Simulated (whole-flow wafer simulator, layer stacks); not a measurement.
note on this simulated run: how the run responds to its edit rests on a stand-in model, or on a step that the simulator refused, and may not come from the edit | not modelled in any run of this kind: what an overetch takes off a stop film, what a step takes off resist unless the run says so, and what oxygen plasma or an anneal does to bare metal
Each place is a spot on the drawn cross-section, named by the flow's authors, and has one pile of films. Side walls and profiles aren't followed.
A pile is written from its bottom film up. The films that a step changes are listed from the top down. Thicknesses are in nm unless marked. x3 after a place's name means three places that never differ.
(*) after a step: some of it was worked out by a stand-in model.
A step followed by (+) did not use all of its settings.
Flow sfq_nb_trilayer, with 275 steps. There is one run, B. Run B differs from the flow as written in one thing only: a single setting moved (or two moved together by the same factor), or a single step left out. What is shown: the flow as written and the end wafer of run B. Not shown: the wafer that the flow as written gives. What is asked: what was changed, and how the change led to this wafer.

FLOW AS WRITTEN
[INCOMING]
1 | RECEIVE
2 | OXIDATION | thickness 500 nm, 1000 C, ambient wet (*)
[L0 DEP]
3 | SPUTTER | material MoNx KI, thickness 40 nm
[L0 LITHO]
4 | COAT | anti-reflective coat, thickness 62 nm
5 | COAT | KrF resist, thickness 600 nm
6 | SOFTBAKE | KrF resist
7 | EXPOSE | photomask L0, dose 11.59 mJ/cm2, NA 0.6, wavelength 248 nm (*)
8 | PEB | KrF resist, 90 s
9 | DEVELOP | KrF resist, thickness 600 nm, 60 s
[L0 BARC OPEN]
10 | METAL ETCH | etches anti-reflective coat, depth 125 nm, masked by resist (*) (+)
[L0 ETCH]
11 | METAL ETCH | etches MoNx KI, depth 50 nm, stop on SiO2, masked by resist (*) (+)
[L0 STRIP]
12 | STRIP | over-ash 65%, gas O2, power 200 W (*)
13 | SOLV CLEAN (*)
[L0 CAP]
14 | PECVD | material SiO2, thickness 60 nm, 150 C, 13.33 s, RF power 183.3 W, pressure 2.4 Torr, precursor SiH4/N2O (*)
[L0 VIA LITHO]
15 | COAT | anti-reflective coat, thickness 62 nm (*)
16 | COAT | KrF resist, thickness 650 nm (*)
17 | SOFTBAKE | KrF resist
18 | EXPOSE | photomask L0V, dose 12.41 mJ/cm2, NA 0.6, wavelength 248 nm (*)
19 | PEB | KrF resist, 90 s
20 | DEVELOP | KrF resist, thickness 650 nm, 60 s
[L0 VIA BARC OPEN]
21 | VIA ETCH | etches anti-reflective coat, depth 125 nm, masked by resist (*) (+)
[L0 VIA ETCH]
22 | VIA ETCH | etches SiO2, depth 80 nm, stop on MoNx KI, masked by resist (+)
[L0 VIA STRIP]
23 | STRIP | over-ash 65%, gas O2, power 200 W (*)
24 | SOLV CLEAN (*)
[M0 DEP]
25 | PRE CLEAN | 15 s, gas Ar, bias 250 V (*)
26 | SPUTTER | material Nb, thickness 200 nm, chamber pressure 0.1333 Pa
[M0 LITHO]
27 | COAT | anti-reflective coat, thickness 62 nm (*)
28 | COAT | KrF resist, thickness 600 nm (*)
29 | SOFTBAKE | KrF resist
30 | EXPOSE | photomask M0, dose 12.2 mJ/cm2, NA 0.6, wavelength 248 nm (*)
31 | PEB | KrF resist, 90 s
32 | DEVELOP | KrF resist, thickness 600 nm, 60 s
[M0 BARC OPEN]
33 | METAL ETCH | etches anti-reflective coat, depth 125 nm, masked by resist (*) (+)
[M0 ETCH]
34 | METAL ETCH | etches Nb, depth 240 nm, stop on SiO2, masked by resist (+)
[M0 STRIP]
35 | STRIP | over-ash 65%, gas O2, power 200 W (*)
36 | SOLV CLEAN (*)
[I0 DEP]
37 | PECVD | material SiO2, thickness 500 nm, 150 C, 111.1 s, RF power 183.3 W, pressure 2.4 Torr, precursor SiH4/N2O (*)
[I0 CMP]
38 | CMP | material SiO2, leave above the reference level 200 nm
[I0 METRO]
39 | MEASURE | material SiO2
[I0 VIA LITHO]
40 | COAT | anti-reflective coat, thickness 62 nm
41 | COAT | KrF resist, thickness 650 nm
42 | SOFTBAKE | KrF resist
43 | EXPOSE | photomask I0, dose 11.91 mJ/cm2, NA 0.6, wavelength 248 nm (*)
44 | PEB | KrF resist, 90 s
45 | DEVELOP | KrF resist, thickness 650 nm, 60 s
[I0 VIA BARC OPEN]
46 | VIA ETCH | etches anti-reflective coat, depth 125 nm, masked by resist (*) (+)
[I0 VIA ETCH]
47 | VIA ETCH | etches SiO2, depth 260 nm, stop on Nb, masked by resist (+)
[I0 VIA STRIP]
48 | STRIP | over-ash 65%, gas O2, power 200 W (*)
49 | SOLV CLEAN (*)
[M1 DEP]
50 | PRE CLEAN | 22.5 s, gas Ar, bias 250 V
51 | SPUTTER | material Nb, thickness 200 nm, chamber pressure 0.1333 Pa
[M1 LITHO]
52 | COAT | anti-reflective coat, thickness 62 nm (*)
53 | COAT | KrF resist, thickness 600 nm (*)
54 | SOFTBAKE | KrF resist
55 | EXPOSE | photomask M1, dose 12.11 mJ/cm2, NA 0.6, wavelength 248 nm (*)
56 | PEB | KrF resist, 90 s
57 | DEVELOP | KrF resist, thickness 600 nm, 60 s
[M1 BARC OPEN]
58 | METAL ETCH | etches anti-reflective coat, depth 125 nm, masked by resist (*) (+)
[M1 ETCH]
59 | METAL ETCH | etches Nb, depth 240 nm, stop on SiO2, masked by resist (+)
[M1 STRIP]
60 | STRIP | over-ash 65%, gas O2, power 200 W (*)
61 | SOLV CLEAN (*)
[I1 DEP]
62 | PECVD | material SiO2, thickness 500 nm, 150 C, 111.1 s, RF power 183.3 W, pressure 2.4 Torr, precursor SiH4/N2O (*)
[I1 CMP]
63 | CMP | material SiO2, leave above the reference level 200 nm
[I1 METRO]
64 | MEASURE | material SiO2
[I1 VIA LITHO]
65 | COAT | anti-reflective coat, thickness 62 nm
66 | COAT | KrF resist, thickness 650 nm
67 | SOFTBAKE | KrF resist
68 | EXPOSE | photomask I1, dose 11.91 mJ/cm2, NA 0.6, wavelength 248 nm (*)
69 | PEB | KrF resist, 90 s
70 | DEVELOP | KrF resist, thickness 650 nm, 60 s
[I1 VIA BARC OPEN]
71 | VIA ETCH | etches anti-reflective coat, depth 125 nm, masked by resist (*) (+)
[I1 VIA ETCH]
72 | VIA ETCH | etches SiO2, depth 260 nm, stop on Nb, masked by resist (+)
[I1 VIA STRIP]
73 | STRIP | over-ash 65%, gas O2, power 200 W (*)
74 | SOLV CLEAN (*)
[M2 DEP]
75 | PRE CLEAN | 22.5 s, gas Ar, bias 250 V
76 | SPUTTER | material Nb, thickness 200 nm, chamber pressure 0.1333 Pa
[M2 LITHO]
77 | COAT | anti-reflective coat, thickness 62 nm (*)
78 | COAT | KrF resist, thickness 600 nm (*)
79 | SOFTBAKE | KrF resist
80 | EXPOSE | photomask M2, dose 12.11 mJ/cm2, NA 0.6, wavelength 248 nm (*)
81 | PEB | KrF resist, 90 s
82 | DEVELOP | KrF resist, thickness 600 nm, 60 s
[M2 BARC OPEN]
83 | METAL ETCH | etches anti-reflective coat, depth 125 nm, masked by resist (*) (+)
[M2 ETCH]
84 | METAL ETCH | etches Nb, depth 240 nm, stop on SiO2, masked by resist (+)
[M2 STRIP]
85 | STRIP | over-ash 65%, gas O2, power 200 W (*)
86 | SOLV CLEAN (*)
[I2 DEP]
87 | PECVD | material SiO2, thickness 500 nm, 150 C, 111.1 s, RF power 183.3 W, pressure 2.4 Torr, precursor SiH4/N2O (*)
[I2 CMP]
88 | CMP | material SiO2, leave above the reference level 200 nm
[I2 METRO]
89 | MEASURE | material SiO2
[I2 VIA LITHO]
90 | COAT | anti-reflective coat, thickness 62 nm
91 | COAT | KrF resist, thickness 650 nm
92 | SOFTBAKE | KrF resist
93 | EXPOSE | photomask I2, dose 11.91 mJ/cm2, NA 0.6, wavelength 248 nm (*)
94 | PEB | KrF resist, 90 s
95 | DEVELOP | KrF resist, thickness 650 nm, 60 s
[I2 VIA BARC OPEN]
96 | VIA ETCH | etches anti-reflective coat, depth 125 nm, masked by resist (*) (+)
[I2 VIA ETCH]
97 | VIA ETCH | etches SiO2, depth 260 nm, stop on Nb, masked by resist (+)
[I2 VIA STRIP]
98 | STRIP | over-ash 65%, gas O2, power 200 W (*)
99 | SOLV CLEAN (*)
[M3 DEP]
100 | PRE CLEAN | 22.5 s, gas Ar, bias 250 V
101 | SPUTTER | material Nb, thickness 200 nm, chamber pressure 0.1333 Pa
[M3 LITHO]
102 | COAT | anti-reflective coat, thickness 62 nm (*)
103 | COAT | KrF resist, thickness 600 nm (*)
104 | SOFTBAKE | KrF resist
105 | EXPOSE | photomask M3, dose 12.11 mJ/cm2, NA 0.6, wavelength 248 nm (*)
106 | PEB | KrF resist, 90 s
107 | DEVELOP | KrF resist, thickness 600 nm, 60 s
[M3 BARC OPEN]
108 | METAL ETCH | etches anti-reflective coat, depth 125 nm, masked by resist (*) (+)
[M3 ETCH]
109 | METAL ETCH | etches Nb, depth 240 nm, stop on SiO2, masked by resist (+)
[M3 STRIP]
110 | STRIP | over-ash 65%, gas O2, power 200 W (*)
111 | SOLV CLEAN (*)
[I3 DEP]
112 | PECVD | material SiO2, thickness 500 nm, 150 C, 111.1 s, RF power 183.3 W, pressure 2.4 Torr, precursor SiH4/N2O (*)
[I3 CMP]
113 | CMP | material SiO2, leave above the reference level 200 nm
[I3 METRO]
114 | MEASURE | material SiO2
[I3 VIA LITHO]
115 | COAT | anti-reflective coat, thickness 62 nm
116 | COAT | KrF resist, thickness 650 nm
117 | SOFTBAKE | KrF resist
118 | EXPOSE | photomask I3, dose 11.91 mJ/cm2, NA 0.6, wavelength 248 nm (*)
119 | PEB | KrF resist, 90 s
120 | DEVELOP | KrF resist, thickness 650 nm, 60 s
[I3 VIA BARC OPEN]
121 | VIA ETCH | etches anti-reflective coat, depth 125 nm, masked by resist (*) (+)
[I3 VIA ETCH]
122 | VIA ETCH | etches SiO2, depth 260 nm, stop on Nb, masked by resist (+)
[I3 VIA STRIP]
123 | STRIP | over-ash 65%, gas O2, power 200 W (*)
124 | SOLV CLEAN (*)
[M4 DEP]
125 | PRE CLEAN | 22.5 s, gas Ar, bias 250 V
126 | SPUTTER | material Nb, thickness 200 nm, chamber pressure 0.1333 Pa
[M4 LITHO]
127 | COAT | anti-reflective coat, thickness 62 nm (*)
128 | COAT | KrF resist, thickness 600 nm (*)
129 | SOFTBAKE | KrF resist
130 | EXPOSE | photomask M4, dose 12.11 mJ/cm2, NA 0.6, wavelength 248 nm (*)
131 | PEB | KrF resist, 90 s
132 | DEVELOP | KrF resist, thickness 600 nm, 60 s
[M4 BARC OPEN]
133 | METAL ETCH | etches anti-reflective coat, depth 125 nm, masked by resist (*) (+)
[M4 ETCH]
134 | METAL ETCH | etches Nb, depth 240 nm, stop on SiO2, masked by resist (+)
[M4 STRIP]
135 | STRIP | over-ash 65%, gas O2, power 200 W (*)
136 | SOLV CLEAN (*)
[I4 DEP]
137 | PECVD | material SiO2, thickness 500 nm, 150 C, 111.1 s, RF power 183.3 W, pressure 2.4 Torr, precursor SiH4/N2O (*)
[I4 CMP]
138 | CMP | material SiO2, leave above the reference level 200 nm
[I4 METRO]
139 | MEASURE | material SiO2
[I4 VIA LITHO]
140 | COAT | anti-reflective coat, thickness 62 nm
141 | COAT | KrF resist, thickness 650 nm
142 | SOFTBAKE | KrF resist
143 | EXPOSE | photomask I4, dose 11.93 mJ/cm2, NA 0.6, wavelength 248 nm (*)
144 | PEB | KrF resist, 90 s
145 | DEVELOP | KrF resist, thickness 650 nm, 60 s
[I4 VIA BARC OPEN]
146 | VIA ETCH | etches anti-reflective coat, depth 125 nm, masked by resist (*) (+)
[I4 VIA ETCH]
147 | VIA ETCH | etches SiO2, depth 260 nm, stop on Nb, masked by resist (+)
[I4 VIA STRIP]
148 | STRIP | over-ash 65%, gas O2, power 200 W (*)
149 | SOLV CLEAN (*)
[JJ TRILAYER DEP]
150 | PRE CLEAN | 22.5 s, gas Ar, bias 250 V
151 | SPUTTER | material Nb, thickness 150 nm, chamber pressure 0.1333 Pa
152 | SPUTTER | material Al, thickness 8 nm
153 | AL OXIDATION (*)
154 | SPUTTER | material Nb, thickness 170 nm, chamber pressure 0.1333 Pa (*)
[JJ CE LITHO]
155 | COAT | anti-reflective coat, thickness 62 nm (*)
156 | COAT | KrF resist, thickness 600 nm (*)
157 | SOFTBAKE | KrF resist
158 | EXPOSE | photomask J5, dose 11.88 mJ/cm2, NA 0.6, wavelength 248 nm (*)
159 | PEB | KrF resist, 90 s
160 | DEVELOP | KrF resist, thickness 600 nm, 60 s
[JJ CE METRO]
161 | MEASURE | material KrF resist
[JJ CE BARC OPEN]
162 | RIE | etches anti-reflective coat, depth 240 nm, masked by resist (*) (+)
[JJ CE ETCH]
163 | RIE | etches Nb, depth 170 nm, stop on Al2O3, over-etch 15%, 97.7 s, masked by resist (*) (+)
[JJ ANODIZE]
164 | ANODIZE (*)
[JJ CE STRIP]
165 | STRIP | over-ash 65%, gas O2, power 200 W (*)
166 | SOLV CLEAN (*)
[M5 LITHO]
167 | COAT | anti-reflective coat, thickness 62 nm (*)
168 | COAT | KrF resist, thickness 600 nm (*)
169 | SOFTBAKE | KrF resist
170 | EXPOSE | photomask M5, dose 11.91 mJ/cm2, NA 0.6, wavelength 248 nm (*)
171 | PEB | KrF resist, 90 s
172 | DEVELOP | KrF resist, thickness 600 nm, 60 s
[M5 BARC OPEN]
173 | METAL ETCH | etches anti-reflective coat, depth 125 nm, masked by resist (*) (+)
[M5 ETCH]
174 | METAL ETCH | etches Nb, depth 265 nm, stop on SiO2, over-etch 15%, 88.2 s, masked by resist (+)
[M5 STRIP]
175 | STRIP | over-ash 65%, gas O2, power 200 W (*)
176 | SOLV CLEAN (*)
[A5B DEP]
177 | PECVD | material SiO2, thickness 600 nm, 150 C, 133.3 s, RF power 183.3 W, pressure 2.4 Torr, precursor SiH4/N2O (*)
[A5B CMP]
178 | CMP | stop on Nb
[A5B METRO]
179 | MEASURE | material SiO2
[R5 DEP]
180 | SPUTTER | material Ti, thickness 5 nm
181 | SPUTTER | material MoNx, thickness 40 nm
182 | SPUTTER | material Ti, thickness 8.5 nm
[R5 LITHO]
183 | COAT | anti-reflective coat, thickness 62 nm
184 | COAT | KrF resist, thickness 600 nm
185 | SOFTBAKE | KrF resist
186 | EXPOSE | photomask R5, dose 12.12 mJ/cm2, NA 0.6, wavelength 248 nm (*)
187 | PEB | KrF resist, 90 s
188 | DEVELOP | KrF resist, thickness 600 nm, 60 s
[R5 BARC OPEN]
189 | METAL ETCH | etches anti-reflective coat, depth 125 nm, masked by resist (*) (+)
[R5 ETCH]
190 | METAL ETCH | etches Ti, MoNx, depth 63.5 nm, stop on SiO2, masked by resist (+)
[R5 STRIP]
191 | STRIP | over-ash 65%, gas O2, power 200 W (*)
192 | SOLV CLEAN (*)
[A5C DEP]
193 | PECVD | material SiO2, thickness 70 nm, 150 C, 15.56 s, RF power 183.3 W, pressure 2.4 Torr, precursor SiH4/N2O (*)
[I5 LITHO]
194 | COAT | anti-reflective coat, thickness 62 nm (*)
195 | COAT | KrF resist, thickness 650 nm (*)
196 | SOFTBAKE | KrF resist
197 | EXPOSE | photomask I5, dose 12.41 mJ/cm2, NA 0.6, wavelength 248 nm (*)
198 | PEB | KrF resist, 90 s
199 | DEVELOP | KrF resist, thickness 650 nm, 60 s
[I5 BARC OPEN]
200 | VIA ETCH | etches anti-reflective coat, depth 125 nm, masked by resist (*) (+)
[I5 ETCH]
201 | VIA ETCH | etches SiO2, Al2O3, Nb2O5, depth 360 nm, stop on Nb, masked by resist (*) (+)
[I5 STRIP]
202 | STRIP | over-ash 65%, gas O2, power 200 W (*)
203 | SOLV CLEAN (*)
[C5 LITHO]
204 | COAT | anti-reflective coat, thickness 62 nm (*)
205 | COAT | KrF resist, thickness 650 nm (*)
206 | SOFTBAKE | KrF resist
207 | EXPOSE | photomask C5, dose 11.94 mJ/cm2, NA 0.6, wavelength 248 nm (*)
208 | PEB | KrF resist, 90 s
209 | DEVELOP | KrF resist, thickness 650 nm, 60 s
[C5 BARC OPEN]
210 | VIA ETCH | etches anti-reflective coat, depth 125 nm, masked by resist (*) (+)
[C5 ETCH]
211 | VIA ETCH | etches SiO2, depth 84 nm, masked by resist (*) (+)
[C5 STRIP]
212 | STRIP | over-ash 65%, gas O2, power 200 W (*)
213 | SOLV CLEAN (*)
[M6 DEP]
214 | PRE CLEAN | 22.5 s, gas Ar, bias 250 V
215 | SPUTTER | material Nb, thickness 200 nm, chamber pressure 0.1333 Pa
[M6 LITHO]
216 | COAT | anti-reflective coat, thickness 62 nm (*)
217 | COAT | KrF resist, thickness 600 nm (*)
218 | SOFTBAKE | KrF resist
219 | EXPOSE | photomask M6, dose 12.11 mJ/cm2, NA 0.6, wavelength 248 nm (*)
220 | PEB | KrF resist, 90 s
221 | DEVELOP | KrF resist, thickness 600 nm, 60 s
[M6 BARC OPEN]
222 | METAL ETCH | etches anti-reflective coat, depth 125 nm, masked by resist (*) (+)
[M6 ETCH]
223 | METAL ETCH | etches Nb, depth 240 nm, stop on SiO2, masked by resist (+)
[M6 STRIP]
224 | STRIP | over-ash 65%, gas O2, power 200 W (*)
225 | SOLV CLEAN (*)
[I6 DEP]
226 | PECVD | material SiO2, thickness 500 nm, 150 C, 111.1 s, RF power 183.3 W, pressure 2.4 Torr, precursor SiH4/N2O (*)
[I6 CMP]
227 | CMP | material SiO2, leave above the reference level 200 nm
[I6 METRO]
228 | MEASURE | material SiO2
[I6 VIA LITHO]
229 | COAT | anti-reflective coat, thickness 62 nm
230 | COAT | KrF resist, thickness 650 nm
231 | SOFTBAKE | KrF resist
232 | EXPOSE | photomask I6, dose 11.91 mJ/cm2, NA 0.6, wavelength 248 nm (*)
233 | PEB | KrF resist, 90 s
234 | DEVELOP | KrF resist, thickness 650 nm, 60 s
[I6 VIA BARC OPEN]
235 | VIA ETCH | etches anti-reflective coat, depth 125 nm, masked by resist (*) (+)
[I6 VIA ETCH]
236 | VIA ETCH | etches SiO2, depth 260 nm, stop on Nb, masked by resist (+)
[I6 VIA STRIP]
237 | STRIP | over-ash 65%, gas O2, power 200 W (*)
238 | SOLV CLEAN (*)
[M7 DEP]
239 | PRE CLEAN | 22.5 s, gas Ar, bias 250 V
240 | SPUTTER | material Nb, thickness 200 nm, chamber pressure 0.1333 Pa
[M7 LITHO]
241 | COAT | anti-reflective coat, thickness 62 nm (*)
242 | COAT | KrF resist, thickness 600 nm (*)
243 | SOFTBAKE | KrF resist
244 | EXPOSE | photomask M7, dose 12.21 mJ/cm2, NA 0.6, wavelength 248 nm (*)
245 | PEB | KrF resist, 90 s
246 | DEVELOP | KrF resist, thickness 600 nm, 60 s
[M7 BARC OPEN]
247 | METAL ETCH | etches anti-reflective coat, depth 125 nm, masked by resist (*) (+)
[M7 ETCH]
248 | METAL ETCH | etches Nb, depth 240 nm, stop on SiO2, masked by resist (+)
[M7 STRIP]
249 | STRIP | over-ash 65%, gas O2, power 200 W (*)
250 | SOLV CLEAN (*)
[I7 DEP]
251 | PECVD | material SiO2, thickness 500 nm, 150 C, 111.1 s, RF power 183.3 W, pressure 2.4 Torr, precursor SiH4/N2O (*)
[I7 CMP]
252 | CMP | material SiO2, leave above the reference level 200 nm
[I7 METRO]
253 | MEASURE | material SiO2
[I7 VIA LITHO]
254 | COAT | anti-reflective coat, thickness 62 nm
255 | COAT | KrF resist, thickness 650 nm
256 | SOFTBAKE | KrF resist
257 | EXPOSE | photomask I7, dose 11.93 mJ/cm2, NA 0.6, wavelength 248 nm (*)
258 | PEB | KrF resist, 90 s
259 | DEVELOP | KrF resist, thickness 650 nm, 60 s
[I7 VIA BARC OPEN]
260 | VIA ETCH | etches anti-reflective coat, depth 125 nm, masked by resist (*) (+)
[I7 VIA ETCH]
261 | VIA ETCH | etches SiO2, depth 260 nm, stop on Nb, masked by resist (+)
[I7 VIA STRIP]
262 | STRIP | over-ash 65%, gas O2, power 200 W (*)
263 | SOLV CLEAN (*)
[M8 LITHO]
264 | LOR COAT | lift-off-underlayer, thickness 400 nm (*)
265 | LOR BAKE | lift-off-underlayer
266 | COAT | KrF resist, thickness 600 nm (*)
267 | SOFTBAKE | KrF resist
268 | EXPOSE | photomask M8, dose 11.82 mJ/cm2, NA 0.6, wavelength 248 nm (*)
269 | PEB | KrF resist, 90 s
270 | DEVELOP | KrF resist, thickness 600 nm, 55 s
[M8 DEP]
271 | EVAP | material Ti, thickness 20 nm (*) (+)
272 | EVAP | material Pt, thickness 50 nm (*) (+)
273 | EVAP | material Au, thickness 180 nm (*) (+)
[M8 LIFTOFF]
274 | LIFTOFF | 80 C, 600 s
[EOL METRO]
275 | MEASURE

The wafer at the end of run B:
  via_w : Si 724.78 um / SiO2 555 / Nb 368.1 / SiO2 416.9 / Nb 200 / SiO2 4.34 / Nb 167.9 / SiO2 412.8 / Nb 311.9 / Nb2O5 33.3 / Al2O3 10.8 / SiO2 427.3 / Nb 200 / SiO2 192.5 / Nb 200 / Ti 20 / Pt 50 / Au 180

What caused this: step 97, VIA ETCH: depth 188 nm was run, while the flow as written has depth 260 nm.

The path from the change to this, step by step:
  97 | VIA ETCH | etches SiO2, depth 260 nm, stop on Nb, masked by resist (+)
      via_w: -188 SiO2 (in the flow as written it would be: -199.8 SiO2 (all of it))
      field_l, v_sur, via_wl and 102 more: -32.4 KrF resist (in the flow as written it would be: -44.8 KrF resist)
  98 | STRIP | over-ash 65%, gas O2, power 200 W (*)
      field_l, v_sur, via_wl and 102 more: -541 KrF resist (all of it), -62 anti-reflective coat (all of it) (in the flow as written it would be: -528.6 KrF resist (all of it), -62 anti-reflective coat (all of it))
  100 | PRE CLEAN | 22.5 s, gas Ar, bias 250 V
      via_w: -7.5 SiO2 (in the flow as written it would be: -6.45 Nb)
  101 | SPUTTER | material Nb, thickness 200 nm, chamber pressure 0.1333 Pa
      via_w: +167.9 Nb (new film) (in the flow as written it would be: +165.5 Nb)
  102 | COAT | anti-reflective coat, thickness 62 nm (*)
      via_wl, via_wr: +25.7 anti-reflective coat (new film) (in the flow as written it would be: +34.2 anti-reflective coat (new film))
      v_sur: +58.3 anti-reflective coat (new film) (in the flow as written it would be: +61.1 anti-reflective coat (new film))
      (also at 2 further places)
  110 | STRIP | over-ash 65%, gas O2, power 200 W (*)
      v_sur: -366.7 KrF resist (all of it), -58.3 anti-reflective coat (all of it) (in the flow as written it would be: -365.3 KrF resist (all of it), -61.1 anti-reflective coat (all of it))
      via_wl: -391.2 KrF resist (all of it), -25.7 anti-reflective coat (all of it) (in the flow as written it would be: -384.2 KrF resist (all of it), -34.2 anti-reflective coat (all of it))
      (also at 3 further places)
  112 | PECVD | material SiO2, thickness 500 nm, 150 C, 111.1 s, RF power 183.3 W, pressure 2.4 Torr, precursor SiH4/N2O (*)
      via_w: +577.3 SiO2 (new film) (in the flow as written it would be: +615 SiO2 (new film))
  113 | CMP | material SiO2, leave above the reference level 200 nm
      via_w: -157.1 SiO2 (in the flow as written it would be: -181.6 SiO2)
Taking metal films that touch as one body, via_w has 6 bodies (between them, from the top down: SiO2 192.5; SiO2 427.3 / Al2O3 10.8 / Nb2O5 33.3; SiO2 412.8; SiO2 4.34; SiO2 416.9); the flow as written gives 5 bodies (between them, from the top down: SiO2 192.5; SiO2 427.3 / Al2O3 10.8 / Nb2O5 33.3; SiO2 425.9; SiO2 416.9).
